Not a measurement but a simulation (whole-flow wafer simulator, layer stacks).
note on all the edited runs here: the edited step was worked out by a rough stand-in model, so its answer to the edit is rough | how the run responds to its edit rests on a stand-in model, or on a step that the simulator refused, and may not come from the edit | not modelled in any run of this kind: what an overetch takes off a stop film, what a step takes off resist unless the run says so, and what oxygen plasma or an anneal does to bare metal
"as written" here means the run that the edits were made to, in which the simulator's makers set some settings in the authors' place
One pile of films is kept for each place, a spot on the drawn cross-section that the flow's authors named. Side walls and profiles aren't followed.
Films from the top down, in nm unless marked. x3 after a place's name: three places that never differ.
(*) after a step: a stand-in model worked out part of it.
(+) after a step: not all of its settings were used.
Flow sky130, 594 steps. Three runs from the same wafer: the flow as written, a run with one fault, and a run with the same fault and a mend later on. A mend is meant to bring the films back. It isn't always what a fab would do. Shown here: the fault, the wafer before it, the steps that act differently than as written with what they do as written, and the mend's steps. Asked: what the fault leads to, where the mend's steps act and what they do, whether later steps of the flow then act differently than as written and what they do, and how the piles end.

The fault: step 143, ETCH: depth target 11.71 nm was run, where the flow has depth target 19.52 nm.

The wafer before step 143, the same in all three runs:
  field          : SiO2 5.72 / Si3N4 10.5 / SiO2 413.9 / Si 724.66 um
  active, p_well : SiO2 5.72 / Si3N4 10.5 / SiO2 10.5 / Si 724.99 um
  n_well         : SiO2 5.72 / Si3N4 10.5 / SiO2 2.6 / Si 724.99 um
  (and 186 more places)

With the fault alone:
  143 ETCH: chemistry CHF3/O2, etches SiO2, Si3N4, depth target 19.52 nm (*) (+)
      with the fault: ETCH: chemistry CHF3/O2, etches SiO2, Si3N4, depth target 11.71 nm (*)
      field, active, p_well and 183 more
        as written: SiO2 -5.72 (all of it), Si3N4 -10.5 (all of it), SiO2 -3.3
        with the fault: SiO2 -5.72 (all of it), Si3N4 -5.99
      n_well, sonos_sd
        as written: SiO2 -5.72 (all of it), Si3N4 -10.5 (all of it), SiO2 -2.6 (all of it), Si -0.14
        with the fault: SiO2 -5.72 (all of it), Si3N4 -5.99
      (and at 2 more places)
  Later steps of the flow that act differently than as written (44 more steps differ only slightly, by at most 2% or 0.5 nm, whichever is larger, and aren't shown):
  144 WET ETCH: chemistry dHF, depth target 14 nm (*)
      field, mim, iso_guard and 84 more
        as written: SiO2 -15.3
        with the fault: Si3N4 -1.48
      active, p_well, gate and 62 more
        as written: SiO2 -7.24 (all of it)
        with the fault: Si3N4 -1.48
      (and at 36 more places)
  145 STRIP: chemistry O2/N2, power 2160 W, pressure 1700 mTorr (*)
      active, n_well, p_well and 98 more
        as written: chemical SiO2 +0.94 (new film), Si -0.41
        with the fault: nothing
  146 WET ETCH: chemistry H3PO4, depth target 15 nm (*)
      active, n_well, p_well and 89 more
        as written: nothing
        with the fault: Si3N4 -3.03 (all of it), SiO2 -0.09
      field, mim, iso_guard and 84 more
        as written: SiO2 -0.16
        with the fault: Si3N4 -3.03 (all of it), SiO2 -0.13
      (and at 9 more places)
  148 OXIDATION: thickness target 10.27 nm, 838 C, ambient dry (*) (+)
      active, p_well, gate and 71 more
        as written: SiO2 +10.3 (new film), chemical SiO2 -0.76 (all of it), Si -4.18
        with the fault: SiO2 +6.52, Si -2.87
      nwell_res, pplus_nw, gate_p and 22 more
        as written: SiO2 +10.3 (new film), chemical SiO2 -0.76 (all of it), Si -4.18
        with the fault: SiO2 +6.54, Si -2.88
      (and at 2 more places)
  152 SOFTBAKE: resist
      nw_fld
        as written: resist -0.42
        with the fault: resist +1.42
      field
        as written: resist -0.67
        with the fault: resist -0.04
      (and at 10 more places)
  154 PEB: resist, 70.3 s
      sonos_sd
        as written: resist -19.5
        with the fault: resist -20.1
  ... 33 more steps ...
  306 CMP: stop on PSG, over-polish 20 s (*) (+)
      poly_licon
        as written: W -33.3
        with the fault: W -50
  At the end the piles differ from the flow's by more than 2% or 0.5 nm, whichever is larger, at field, gate_hv, m1 and 127 more.
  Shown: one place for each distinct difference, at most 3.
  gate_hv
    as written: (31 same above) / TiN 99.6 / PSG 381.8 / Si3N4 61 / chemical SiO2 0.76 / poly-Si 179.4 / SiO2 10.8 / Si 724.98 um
    with the fault: (31 same above) / TiN 99.6 / PSG 375.5 / Si3N4 61 / chemical SiO2 0.76 / poly-Si 179.4 / SiO2 17.1 / Si 724.99 um
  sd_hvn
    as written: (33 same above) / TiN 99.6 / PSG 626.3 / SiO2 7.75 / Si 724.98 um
    with the fault: (33 same above) / TiN 99.6 / PSG 620.1 / SiO2 13.9 / Si 724.98 um
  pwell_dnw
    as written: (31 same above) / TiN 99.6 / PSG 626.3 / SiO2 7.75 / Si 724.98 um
    with the fault: (31 same above) / TiN 99.6 / PSG 620.1 / SiO2 13.9 / Si 724.98 um

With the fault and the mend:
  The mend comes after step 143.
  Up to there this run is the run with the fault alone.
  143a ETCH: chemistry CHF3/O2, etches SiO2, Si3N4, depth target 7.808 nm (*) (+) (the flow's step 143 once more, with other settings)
      field, active, p_well and 183 more
        Si3N4 -4.51 (all of it), SiO2 -3.3
      n_well, sonos_sd
        Si3N4 -4.51 (all of it), SiO2 -2.6 (all of it), Si -0.14
      sonos_cell, sonos_cell_x
        resist -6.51
  No later step of the flow acts differently than as written, at any place that is followed, by more than 2% or 0.5 nm, whichever is larger.
  At the end the piles are the same as the flow's at every place that both follow.
